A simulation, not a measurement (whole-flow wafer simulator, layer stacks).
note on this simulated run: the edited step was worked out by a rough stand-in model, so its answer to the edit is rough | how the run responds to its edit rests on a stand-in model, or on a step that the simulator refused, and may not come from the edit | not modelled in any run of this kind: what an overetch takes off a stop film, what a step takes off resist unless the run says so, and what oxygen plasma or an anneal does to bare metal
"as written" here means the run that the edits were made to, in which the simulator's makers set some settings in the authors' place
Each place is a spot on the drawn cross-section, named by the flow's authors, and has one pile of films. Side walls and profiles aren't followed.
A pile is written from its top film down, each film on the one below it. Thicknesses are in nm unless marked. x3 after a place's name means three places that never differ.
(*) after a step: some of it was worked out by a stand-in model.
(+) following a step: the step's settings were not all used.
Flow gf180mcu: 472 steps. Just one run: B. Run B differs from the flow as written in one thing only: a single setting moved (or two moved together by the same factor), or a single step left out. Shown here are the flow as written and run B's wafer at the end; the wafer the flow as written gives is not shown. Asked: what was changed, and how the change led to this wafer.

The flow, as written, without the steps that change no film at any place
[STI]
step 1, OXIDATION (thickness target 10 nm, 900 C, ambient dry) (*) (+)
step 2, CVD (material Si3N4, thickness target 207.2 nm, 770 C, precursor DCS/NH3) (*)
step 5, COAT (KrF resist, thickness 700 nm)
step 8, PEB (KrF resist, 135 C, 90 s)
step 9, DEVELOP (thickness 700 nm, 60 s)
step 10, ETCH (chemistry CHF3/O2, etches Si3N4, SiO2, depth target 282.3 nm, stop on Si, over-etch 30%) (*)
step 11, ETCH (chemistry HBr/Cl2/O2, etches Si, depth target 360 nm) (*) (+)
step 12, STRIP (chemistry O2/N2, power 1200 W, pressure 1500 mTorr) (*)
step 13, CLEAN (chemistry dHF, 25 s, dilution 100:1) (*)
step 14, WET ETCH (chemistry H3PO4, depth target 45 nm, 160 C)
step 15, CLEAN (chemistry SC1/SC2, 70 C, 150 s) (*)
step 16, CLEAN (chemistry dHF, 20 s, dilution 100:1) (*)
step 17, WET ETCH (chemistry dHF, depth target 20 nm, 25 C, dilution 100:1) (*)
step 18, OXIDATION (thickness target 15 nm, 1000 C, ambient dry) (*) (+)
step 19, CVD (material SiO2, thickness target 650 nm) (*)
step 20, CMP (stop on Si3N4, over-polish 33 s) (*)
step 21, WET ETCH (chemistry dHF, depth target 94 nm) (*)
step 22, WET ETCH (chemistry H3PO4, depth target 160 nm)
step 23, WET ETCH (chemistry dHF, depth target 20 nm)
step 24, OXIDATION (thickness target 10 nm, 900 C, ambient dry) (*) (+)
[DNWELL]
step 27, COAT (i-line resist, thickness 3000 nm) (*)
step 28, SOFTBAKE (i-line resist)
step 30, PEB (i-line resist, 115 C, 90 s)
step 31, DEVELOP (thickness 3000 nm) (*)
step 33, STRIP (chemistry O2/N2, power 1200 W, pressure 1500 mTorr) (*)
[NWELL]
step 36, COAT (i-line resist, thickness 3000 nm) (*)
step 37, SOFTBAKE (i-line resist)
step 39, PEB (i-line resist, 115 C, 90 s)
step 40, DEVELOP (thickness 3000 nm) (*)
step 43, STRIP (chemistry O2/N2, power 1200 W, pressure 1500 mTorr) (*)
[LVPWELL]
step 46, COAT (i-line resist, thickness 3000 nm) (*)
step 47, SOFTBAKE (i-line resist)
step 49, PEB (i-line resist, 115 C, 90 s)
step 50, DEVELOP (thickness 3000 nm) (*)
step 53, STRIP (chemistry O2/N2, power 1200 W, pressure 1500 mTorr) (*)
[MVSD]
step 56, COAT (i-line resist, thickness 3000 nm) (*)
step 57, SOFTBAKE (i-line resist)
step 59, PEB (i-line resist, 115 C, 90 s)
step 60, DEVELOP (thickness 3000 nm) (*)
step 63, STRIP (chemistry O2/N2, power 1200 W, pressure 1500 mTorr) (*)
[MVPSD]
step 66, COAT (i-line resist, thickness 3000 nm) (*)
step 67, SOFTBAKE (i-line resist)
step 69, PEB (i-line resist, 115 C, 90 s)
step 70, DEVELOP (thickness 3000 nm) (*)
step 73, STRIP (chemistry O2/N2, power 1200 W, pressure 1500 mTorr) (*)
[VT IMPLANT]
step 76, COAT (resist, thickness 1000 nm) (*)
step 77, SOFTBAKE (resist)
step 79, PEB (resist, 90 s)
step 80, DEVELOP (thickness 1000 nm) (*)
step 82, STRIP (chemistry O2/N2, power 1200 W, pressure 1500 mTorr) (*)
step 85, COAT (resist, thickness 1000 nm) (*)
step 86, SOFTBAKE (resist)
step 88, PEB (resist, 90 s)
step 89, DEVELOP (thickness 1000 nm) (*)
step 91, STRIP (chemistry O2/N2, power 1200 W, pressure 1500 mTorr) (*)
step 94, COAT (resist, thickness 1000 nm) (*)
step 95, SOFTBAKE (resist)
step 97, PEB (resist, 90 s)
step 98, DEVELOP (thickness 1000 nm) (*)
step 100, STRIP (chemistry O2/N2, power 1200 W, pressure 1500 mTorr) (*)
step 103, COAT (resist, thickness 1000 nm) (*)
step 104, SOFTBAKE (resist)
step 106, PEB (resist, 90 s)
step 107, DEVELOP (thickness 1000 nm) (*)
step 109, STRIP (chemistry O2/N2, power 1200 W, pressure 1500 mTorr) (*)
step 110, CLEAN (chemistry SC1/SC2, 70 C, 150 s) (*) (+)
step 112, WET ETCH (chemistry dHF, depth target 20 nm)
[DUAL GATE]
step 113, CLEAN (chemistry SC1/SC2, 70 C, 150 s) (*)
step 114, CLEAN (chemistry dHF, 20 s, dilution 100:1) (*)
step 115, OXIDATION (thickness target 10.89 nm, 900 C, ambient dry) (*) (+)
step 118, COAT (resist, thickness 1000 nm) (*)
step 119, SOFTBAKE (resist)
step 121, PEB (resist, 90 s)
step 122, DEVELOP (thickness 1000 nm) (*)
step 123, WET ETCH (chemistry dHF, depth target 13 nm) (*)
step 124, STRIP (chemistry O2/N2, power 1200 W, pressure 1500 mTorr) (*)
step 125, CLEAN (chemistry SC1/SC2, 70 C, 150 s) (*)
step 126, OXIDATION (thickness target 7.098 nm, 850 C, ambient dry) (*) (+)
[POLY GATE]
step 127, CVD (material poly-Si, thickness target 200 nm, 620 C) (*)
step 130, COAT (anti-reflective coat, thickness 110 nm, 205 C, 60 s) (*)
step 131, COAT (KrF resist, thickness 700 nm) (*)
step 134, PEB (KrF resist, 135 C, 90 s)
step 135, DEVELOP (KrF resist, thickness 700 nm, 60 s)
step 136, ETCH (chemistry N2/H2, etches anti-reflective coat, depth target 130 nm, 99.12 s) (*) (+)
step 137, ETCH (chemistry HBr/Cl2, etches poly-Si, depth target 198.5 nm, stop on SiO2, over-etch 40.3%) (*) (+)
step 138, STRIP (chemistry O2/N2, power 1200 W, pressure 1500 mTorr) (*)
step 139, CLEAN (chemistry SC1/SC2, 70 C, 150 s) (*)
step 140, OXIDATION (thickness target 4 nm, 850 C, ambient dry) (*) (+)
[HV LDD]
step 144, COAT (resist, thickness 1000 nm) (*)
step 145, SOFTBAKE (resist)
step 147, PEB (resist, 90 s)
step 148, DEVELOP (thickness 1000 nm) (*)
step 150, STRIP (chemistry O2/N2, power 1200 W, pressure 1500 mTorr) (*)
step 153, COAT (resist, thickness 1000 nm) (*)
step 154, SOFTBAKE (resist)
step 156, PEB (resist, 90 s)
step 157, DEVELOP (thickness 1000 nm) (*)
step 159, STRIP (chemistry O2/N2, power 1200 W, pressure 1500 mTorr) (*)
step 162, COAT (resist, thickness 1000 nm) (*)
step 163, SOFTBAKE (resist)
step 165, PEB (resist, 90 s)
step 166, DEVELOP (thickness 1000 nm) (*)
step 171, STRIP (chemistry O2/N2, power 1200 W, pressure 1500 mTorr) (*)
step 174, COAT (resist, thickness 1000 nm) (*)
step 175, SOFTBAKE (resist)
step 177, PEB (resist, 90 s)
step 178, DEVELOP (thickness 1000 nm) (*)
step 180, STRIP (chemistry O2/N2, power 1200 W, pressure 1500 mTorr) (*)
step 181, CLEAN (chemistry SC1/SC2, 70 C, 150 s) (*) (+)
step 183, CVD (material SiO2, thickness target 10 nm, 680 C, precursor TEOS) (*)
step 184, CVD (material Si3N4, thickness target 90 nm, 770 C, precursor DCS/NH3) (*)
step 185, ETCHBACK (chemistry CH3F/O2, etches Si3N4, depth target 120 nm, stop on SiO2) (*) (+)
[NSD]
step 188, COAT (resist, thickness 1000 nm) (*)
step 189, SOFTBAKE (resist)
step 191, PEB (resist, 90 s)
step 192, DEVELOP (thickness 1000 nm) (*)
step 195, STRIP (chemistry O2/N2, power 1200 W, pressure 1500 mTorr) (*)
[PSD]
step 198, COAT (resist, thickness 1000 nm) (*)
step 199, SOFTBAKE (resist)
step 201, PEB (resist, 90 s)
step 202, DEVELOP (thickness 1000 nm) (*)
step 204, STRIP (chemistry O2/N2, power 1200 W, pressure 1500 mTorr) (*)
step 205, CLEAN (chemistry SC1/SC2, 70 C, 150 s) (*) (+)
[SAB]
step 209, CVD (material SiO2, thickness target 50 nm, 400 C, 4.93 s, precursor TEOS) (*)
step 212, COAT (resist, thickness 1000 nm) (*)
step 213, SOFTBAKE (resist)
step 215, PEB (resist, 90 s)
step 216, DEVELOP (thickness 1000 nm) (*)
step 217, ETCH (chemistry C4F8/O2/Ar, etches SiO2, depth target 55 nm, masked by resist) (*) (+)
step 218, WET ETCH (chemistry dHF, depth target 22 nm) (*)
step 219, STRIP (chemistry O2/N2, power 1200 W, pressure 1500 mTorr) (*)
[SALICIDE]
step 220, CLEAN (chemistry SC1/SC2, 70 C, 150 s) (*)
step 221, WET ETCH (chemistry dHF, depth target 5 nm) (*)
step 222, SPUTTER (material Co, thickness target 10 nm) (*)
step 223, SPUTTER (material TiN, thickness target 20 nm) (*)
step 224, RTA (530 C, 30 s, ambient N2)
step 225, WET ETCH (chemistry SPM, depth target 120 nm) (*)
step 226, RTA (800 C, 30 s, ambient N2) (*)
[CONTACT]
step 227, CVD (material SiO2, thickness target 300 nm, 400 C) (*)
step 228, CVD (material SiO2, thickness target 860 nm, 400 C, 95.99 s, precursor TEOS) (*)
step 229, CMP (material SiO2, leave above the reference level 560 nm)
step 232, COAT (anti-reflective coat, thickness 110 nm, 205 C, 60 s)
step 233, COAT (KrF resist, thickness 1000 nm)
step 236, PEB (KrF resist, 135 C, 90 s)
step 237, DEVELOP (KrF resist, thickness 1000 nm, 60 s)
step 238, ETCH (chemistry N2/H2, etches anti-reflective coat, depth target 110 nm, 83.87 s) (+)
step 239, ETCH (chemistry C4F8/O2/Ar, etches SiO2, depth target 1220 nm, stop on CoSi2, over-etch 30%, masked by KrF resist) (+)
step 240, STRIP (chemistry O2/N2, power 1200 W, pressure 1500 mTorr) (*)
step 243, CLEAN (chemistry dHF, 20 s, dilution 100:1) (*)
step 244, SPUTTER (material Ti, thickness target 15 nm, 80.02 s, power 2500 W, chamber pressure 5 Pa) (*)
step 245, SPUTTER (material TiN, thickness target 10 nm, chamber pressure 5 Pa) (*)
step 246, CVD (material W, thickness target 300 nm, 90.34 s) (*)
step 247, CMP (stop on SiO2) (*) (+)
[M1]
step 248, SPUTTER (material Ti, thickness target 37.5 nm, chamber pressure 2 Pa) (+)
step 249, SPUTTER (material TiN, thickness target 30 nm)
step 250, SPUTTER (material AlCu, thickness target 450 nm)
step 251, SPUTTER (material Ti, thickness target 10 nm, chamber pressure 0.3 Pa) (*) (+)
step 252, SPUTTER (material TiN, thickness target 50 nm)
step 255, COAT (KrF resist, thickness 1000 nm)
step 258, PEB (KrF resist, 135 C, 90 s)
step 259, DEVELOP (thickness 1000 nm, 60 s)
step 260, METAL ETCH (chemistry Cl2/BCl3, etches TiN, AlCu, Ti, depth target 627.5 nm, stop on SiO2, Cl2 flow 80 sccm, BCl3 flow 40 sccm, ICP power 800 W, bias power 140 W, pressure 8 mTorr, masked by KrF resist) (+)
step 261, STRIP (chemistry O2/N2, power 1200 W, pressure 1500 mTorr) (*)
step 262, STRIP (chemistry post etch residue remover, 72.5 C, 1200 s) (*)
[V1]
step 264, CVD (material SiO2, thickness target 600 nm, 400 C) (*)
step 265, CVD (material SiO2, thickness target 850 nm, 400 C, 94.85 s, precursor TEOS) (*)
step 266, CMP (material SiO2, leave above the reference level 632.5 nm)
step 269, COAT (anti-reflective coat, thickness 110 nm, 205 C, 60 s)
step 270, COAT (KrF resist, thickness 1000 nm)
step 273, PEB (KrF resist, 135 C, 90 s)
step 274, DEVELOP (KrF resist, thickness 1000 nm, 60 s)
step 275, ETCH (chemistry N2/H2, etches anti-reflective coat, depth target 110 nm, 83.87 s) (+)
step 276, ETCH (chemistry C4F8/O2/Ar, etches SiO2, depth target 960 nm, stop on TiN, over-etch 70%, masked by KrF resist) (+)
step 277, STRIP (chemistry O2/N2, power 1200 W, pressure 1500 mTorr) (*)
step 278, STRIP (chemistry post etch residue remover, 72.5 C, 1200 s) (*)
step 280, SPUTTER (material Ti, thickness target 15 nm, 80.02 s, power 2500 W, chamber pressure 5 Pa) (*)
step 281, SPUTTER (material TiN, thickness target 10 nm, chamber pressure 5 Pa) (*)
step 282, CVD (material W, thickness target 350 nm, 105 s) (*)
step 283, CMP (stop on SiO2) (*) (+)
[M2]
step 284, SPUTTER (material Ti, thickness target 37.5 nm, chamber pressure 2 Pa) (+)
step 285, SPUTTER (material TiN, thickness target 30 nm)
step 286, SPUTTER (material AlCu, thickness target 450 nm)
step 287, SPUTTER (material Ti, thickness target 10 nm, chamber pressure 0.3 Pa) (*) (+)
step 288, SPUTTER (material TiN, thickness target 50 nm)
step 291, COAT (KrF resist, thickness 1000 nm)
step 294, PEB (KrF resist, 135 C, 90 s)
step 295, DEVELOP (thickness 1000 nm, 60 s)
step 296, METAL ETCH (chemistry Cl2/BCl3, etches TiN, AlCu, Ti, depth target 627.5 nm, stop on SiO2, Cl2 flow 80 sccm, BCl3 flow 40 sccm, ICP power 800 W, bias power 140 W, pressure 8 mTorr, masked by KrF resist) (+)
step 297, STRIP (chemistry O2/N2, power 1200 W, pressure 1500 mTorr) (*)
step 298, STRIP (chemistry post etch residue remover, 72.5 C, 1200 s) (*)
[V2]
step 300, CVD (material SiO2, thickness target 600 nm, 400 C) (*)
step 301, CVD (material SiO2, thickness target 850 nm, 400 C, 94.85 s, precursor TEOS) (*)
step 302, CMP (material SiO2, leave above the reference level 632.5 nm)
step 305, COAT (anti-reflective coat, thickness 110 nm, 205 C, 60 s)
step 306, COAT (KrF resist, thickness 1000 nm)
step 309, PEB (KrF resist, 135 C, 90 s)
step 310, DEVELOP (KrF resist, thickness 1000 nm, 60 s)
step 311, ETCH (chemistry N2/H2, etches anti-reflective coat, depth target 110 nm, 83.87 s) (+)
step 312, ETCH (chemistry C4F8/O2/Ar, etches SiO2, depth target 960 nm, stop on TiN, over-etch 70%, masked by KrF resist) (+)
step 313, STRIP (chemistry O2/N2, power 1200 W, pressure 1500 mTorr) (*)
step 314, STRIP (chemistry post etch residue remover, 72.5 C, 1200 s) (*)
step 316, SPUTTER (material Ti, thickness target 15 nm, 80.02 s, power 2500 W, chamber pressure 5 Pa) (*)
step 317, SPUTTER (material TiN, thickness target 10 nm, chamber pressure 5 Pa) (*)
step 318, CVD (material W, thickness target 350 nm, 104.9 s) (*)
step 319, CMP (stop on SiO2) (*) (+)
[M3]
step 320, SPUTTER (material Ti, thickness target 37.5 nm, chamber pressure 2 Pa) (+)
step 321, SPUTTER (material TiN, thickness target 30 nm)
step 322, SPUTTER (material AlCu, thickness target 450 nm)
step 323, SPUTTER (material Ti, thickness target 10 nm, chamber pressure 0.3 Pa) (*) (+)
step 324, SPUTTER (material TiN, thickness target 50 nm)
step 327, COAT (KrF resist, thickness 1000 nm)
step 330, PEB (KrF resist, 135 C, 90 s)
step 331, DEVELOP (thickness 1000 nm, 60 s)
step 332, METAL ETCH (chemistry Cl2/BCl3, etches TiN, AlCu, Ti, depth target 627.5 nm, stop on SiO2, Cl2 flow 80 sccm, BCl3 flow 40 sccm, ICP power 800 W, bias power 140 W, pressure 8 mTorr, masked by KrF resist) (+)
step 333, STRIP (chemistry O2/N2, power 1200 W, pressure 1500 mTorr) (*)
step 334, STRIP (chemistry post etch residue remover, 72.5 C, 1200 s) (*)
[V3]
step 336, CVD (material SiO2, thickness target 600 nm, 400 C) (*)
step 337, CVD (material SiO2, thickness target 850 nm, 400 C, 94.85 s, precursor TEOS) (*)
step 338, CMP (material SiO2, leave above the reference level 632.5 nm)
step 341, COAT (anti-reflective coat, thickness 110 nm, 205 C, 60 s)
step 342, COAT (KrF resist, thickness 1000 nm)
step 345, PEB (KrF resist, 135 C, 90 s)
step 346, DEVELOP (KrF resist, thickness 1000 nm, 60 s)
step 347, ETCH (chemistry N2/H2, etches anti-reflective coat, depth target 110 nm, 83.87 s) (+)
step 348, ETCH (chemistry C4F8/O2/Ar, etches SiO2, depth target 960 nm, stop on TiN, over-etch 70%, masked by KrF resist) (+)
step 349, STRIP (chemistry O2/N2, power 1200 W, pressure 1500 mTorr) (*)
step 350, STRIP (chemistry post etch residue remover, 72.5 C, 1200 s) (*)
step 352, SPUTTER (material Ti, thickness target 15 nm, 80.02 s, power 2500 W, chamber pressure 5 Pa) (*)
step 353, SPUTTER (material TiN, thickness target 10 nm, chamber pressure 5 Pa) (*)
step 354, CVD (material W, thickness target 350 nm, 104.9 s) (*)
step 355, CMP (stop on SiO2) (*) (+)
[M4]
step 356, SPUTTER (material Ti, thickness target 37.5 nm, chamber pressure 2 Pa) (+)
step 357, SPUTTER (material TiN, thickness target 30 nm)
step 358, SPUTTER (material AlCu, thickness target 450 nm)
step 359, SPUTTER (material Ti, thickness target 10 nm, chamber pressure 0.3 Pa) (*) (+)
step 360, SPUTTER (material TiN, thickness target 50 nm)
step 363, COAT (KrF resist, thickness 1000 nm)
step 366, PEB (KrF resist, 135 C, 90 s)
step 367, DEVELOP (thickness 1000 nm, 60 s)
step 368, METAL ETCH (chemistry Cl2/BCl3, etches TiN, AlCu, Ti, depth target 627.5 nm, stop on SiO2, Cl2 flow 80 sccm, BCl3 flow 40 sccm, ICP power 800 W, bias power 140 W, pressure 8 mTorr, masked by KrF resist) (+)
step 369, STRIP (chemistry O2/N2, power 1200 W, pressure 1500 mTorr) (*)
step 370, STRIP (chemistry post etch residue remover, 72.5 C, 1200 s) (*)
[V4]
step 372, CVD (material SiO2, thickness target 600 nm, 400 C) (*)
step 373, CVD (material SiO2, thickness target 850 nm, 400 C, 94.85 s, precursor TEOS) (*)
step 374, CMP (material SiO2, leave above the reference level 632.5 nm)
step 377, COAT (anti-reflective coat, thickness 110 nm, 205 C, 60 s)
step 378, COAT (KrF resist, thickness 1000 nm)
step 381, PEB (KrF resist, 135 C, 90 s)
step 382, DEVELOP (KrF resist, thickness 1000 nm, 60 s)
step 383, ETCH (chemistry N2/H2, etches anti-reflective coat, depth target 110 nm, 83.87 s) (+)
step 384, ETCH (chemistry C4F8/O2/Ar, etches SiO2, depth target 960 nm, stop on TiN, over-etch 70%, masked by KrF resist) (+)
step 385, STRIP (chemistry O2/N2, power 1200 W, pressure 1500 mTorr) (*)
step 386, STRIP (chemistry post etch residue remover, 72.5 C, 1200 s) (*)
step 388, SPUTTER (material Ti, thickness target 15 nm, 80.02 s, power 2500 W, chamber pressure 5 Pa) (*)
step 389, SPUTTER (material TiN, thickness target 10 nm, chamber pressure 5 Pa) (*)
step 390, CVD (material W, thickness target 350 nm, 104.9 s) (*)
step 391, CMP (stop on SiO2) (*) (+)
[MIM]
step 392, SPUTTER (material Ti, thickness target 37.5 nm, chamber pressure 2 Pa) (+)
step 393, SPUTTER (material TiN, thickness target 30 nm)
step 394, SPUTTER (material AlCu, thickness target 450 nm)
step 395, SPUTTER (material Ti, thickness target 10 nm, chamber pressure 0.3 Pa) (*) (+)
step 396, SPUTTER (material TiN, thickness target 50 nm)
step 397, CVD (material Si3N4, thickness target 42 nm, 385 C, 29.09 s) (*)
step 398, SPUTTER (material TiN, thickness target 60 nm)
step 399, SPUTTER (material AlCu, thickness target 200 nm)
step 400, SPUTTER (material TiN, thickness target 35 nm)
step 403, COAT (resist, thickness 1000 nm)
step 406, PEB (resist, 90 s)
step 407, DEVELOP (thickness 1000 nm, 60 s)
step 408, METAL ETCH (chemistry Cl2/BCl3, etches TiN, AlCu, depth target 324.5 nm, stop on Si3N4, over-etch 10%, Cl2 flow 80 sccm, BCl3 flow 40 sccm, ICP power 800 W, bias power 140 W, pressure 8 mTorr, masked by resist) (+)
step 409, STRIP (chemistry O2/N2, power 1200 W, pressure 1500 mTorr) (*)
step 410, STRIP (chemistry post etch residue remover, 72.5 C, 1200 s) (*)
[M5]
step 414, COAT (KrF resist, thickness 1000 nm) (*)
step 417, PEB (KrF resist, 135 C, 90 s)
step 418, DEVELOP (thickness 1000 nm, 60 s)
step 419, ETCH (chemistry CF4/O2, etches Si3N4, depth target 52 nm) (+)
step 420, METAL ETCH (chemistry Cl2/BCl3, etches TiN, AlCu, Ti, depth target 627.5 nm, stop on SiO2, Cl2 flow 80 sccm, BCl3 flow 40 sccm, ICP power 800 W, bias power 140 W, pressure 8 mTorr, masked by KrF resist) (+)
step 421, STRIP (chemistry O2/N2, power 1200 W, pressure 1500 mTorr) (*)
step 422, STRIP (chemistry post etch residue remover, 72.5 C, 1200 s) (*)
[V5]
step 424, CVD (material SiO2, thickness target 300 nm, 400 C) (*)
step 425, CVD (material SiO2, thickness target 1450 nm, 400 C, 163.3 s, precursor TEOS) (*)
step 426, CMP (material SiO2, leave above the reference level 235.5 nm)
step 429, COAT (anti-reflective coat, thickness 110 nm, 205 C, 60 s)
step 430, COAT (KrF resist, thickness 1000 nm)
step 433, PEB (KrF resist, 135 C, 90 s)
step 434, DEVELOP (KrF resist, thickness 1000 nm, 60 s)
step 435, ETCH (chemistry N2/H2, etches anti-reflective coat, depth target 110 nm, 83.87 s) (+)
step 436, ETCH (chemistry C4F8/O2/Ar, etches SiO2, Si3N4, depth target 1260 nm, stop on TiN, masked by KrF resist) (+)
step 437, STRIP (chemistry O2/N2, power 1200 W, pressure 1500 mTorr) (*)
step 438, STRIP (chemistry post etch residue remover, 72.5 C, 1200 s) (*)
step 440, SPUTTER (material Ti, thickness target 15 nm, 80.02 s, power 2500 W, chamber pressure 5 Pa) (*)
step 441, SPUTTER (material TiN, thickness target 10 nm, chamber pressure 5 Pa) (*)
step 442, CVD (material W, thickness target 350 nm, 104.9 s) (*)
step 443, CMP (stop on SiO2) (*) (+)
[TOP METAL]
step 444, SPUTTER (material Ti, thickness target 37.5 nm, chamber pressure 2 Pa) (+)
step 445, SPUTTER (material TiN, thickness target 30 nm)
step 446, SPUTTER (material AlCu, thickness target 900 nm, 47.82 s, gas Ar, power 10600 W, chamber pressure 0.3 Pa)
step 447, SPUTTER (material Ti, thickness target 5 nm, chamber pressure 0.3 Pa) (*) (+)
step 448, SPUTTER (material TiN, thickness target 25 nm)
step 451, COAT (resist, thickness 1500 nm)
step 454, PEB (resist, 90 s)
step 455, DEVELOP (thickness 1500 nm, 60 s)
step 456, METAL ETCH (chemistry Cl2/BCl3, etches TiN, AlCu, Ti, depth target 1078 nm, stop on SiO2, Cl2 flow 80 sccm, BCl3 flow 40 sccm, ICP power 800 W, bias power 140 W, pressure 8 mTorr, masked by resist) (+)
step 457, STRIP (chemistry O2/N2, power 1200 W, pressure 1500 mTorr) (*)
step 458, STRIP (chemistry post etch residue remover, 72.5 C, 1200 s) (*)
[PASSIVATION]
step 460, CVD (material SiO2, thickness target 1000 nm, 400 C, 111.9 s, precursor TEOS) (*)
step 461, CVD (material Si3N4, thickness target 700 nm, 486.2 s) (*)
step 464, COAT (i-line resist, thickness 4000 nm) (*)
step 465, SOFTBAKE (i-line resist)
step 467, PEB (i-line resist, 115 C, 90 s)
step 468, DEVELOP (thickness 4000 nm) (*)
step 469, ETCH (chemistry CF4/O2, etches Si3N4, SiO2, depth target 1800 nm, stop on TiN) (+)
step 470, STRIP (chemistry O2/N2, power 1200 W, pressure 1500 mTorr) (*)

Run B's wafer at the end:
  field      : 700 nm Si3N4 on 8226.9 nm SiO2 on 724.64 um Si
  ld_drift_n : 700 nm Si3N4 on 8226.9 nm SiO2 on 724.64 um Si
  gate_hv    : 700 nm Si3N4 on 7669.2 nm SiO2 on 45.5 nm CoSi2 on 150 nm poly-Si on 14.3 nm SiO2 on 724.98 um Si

Cause: step 222, SPUTTER: thickness target 13 nm was run, though the flow has thickness target 10 nm.

Step by step, how the change led to this:
  step 222, SPUTTER (material Co, thickness target 10 nm) (*)
      field, field__w7, field__w8 and 71 more: Co gains 13 (new film) (it would be, as written: Co gains 10 (new film))
      field__w6, field_sub, field_sub__w2: Co gains 12.9 (new film) (it would be, as written: Co gains 9.95 (new film))
      (as well as at 34 more places)
  step 223, SPUTTER (material TiN, thickness target 20 nm) (*)
      field__w12: TiN gains 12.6 (new film) (it would be, as written: TiN gains 12 (new film))
  step 224, RTA (530 C, 30 s, ambient N2)
      gate, gate_hv, gate_p and 22 more: under 1 film: CoSi gains 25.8 (new film), Co loses 13 (all of it), poly-Si loses 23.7 (it would be, as written: under 1 film: CoSi gains 19.9 (new film), Co loses 10 (all of it), poly-Si loses 18.2)
      active, p_well, sd_n and 11 more: under 1 film: CoSi gains 25.8 (new film), Co loses 13 (all of it), Si loses 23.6 (it would be, as written: under 1 film: CoSi gains 19.9 (new film), Co loses 10 (all of it), Si loses 18.1)
      (as well as at 10 more places)
  step 225, WET ETCH (chemistry SPM, depth target 120 nm) (*)
      field, field__w7, field__w8 and 32 more: TiN loses 20 (all of it), Co loses 13 (all of it) (it would be, as written: TiN loses 20 (all of it), Co loses 10 (all of it))
      field__w9, nw_enc_fld_lv__w3: TiN loses 19.1 (all of it), Co loses 12.5 (all of it) (it would be, as written: TiN loses 19.1 (all of it), Co loses 9.6 (all of it))
      (as well as at 25 more places)
  step 226, RTA (800 C, 30 s, ambient N2) (*)
      gate, gate_hv, gate_p and 22 more: CoSi2 gains 45.5 (new film), CoSi loses 25.8 (all of it), poly-Si loses 23.7 (it would be, as written: CoSi2 gains 35 (new film), CoSi loses 19.9 (all of it), poly-Si loses 18.2)
      active, p_well, sd_n and 11 more: CoSi2 gains 45.5 (new film), CoSi loses 25.8 (all of it), Si loses 23.6 (it would be, as written: CoSi2 gains 35 (new film), CoSi loses 19.9 (all of it), Si loses 18.1)
      (as well as at 10 more places)
